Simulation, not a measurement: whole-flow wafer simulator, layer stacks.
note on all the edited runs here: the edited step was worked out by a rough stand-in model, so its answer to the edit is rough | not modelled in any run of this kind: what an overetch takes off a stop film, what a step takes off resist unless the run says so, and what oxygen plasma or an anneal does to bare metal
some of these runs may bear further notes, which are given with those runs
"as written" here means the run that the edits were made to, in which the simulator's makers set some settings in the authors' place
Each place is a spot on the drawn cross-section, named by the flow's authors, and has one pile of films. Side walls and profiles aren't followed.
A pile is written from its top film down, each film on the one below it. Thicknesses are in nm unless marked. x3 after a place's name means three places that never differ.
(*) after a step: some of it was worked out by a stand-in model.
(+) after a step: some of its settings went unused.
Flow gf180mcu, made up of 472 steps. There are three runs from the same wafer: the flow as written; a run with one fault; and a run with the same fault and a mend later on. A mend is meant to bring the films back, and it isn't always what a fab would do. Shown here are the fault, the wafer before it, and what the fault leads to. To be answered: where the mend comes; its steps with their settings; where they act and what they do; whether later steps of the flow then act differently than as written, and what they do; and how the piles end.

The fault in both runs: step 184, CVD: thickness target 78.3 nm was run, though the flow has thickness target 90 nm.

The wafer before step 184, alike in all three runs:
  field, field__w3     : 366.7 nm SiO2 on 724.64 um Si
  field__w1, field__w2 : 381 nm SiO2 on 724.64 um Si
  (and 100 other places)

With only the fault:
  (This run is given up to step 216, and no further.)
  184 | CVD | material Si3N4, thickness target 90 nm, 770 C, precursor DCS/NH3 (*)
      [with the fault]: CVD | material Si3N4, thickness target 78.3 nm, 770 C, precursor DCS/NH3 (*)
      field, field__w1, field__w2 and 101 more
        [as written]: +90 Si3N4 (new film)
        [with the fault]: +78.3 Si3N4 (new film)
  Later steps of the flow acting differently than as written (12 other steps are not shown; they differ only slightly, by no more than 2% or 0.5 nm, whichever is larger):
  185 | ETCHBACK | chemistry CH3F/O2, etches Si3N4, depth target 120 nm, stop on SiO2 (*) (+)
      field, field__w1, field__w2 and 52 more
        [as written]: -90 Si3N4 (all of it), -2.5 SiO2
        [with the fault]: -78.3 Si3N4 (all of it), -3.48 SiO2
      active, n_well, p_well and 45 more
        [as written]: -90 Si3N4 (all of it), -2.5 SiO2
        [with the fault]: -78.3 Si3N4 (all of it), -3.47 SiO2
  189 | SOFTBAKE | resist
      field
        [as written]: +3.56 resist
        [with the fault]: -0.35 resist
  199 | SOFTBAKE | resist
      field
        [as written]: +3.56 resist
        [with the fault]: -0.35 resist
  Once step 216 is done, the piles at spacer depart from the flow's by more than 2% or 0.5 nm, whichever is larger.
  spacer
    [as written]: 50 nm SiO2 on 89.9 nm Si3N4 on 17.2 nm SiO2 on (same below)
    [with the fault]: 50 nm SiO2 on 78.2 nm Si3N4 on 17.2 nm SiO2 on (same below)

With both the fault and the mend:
  After step 184 comes the mend.
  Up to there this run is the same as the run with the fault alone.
  184a | CVD | material Si3N4, thickness target 11.7 nm, 770 C, precursor DCS/NH3 (*) (a further turn of the flow's step 184, with different settings)
      field, field__w1, field__w2 and 101 more
        +11.7 Si3N4
  Later steps of the flow that are run all act as written at every place that is followed, up to a difference of at most 2% or 0.5 nm, whichever is larger.
  At every place that both follow, the piles at the end match the flow's.
